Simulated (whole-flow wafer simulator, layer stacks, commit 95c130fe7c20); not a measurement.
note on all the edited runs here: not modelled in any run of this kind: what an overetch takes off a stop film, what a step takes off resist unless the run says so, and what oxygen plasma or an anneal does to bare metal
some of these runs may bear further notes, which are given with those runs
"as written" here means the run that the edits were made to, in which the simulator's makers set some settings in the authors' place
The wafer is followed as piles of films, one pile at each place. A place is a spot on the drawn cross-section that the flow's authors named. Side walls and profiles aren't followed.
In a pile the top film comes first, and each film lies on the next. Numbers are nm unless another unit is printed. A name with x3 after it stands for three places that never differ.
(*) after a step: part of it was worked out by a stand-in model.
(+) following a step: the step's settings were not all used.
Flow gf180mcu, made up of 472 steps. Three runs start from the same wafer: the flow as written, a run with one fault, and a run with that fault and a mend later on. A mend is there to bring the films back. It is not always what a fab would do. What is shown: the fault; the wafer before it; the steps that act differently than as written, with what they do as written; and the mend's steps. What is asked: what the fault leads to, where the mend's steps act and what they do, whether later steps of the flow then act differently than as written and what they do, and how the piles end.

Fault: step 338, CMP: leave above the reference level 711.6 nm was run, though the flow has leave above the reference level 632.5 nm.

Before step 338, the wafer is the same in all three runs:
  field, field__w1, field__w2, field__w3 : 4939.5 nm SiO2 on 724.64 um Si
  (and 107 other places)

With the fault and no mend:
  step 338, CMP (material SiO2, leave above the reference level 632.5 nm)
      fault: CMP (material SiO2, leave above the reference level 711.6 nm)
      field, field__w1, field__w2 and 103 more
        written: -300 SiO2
        fault: -220.9 SiO2
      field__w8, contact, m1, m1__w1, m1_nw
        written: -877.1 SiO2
        fault: -798 SiO2
  Later steps of the flow acting differently than as written (2 more steps, not shown, differ only slightly: by at most 2% or 0.5 nm, whichever is larger):
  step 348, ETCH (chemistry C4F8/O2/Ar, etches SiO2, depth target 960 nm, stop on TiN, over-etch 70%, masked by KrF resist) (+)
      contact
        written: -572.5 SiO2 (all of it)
        fault: -651.6 SiO2 (all of it)
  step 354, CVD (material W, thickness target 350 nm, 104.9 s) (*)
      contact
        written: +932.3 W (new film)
        fault: +1012.1 W (new film)
  By the end, the piles at field__w8, contact, m1, m1__w1, m1_nw depart from the flow's by more than 2% or 0.5 nm, whichever is larger.
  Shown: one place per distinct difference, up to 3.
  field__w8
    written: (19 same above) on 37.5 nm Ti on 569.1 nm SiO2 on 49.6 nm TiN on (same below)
    fault: (19 same above) on 37.5 nm Ti on 648.2 nm SiO2 on 49.6 nm TiN on (same below)
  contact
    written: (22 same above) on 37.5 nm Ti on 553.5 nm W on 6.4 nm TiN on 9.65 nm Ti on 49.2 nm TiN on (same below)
    fault: (22 same above) on 37.5 nm Ti on 633.3 nm W on 6.11 nm TiN on 9.22 nm Ti on 49.2 nm TiN on (same below)

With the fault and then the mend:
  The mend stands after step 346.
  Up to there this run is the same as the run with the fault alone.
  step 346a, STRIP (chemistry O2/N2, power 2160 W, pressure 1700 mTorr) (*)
      field, field__w1, field__w2 and 107 more
        -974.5 KrF resist (all of it), -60 anti-reflective coat (all of it)
      contact
        -60 anti-reflective coat (all of it)
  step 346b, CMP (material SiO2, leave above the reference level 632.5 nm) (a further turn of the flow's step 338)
      field, field__w1, field__w2 and 108 more
        -79.1 SiO2
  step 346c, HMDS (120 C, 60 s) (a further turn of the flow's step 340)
      does not change any film at any place that is followed
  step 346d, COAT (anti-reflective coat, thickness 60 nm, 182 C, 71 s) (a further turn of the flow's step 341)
      field, field__w1, field__w2 and 108 more
        +60 anti-reflective coat (new film)
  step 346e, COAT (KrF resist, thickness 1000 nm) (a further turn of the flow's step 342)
      field, field__w1, field__w2 and 108 more
        +1000 KrF resist (new film)
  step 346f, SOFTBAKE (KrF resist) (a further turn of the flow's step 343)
      does not change any film at any place that is followed
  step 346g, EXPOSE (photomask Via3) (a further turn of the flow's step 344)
      does not change any film at any place that is followed
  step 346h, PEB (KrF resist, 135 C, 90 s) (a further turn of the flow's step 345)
      field, field__w1, field__w2 and 108 more
        -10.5 KrF resist
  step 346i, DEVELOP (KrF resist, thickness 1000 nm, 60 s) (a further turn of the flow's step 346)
      field, field__w1, field__w2 and 107 more
        -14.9 KrF resist
      contact
        -989.5 KrF resist (all of it)
  Later steps of the flow that are run all act as written at every place that is followed.
  The piles end the same as the flow's at every place that both follow.
